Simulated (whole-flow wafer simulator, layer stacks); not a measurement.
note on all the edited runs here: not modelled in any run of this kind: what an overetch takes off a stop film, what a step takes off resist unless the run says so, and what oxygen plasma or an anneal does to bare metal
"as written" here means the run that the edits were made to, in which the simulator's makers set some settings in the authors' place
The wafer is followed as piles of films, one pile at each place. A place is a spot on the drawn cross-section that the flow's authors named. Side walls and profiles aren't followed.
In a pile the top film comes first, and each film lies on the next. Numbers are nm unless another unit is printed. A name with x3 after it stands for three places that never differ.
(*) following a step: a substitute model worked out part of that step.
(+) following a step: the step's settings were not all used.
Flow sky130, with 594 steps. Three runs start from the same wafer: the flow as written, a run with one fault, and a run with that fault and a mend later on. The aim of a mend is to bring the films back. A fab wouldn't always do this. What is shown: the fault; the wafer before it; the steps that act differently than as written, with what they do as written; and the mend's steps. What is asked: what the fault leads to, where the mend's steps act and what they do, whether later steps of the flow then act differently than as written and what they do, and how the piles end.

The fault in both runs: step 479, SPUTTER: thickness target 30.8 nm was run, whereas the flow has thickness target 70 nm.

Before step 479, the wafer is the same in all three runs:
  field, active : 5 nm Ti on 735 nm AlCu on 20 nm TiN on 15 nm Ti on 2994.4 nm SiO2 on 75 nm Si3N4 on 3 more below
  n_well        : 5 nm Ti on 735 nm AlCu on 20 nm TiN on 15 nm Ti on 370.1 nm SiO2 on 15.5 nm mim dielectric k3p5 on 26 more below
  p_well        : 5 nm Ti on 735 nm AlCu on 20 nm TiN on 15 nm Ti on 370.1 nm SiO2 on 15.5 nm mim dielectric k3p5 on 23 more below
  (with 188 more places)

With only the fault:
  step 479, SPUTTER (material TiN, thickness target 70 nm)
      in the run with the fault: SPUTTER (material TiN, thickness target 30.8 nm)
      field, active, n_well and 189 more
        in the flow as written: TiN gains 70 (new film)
        in the run with the fault: TiN gains 30.8 (new film)
  Later steps of the flow acting differently than as written (12 more steps, not shown, differ only slightly: by at most 2% or 0.5 nm, whichever is larger):
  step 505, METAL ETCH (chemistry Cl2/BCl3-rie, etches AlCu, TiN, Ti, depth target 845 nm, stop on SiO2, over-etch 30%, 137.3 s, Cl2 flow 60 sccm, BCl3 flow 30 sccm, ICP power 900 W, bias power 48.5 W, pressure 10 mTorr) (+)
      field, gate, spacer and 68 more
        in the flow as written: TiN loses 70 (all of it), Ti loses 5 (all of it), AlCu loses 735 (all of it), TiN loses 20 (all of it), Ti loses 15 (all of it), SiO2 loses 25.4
        in the run with the fault: TiN loses 30.8 (all of it), Ti loses 5 (all of it), AlCu loses 735 (all of it), TiN loses 20 (all of it), Ti loses 15 (all of it), SiO2 loses 29.3
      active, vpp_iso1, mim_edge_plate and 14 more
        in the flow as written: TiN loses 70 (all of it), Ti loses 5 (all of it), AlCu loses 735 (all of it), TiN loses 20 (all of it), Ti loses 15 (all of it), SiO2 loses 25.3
        in the run with the fault: TiN loses 30.8 (all of it), Ti loses 5 (all of it), AlCu loses 735 (all of it), TiN loses 20 (all of it), Ti loses 15 (all of it), SiO2 loses 29.3
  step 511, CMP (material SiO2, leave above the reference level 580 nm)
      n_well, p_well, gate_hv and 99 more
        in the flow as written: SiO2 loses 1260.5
        in the run with the fault: SiO2 loses 1221.3
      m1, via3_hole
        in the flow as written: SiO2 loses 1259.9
        in the run with the fault: SiO2 loses 1220.7
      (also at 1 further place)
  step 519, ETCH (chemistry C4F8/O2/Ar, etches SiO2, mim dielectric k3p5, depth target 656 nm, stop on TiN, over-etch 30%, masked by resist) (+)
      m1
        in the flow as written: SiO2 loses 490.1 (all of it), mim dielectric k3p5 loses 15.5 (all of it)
        in the run with the fault: SiO2 loses 529.3 (all of it), mim dielectric k3p5 loses 15.5 (all of it)
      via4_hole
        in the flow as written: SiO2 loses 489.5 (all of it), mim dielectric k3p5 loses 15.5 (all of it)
        in the run with the fault: SiO2 loses 528.7 (all of it), mim dielectric k3p5 loses 15.5 (all of it)
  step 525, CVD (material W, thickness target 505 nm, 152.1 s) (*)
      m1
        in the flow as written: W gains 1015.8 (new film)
        in the run with the fault: W gains 1055.2 (new film)
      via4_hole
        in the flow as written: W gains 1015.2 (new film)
        in the run with the fault: W gains 1054.6 (new film)
  The piles end different from the flow's at n_well, p_well, gate_hv and 102 more by more than 2% or 0.5 nm, whichever is larger.
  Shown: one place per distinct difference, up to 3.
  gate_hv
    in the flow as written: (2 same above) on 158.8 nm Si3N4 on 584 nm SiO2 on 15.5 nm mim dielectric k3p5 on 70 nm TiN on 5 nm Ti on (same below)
    in the run with the fault: (2 same above) on 158.8 nm Si3N4 on 623.2 nm SiO2 on 15.5 nm mim dielectric k3p5 on 30.8 nm TiN on 5 nm Ti on (same below)
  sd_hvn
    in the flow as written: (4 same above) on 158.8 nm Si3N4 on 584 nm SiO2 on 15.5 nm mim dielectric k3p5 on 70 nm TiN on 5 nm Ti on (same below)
    in the run with the fault: (4 same above) on 158.8 nm Si3N4 on 623.2 nm SiO2 on 15.5 nm mim dielectric k3p5 on 30.8 nm TiN on 5 nm Ti on (same below)
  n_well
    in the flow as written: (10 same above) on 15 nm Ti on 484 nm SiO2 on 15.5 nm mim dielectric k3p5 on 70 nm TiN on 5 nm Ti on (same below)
    in the run with the fault: (10 same above) on 15 nm Ti on 523.2 nm SiO2 on 15.5 nm mim dielectric k3p5 on 30.8 nm TiN on 5 nm Ti on (same below)

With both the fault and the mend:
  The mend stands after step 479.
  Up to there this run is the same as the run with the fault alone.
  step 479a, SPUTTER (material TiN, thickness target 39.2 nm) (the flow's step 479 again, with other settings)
      field, active, n_well and 189 more
        TiN gains 39.2
  None of the later steps of the flow acts differently than as written at any place that is followed.
  By the end, the piles equal the flow's at every place that both follow.
